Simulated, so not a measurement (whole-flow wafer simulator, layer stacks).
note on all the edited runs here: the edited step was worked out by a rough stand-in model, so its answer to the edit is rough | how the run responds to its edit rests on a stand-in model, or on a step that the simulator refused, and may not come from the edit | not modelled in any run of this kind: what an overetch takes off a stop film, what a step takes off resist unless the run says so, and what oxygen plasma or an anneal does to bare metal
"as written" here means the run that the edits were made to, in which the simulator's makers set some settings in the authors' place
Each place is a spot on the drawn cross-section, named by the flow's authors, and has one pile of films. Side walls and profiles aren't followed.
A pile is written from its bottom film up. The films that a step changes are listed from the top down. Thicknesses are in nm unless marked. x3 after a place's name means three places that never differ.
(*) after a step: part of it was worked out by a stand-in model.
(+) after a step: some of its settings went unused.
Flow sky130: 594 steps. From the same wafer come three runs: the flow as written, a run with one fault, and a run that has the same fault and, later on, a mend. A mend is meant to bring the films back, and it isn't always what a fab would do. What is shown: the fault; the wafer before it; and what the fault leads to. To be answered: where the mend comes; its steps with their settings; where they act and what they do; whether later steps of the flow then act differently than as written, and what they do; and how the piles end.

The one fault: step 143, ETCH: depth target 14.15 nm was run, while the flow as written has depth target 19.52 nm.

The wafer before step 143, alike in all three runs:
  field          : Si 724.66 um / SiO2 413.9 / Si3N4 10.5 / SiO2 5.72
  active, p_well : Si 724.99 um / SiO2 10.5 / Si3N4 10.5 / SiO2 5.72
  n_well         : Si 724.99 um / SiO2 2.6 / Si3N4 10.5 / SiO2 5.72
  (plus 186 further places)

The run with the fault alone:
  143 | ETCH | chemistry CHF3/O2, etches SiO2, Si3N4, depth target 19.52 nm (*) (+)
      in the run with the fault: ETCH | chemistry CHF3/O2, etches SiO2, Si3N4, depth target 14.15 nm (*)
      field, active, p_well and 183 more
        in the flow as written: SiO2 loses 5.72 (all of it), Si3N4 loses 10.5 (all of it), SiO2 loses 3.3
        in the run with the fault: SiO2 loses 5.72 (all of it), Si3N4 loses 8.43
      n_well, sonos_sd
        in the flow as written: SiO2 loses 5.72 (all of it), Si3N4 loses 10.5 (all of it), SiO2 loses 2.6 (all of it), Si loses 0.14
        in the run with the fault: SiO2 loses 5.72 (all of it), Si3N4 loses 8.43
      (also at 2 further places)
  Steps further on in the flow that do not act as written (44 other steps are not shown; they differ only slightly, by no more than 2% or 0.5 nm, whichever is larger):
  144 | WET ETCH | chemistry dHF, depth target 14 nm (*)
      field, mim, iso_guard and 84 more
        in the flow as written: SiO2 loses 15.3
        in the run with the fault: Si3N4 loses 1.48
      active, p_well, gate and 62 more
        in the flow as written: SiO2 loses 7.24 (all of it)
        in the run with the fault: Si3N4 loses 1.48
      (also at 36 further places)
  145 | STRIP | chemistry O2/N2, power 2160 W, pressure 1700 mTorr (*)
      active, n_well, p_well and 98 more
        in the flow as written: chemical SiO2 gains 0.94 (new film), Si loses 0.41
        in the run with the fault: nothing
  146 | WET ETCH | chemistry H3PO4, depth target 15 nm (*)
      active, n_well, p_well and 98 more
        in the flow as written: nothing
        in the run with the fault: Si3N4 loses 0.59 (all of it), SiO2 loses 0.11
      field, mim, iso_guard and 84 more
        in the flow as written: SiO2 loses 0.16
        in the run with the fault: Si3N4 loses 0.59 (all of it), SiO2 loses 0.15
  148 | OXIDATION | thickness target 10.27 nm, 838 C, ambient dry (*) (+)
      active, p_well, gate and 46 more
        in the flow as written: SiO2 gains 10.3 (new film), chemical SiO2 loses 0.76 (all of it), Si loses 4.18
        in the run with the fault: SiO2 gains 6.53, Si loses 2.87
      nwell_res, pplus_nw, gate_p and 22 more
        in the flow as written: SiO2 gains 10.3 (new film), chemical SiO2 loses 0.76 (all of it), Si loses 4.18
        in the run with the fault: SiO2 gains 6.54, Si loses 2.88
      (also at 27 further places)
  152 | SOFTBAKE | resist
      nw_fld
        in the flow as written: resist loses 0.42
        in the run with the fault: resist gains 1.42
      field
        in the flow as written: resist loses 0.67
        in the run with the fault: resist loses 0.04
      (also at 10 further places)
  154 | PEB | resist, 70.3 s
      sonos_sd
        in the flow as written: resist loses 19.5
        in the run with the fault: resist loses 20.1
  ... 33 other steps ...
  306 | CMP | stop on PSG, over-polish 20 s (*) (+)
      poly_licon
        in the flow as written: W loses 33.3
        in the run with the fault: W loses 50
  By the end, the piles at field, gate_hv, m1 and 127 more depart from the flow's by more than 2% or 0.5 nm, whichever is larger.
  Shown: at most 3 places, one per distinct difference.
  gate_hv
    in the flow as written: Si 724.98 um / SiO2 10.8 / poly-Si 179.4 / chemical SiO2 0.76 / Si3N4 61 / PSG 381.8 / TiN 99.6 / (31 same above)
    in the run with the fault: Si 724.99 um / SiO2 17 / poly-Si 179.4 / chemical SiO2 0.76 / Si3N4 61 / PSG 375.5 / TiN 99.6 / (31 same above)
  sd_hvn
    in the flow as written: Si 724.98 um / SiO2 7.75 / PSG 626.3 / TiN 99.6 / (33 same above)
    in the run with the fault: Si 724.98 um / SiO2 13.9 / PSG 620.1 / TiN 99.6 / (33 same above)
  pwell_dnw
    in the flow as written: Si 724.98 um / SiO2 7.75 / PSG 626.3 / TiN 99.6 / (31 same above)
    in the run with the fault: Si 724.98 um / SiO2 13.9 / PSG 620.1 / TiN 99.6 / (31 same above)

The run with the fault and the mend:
  The mend stands after step 143.
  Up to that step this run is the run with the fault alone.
  143a | ETCH | chemistry CHF3/O2, etches SiO2, Si3N4, depth target 5.368 nm (*) (+) (the flow's step 143 again, with other settings)
      field, active, p_well and 183 more
        Si3N4 loses 2.07 (all of it), SiO2 loses 3.3
      n_well, sonos_sd
        Si3N4 loses 2.07 (all of it), SiO2 loses 2.6 (all of it), Si loses 0.14
      sonos_cell, sonos_cell_x
        resist loses 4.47
  Later steps of the flow that are run all act as written at every place that is followed, up to a difference of at most 2% or 0.5 nm, whichever is larger.
  The piles end only slightly different from the flow's at the places that both follow, by no more than 2% or 0.5 nm, whichever is larger.
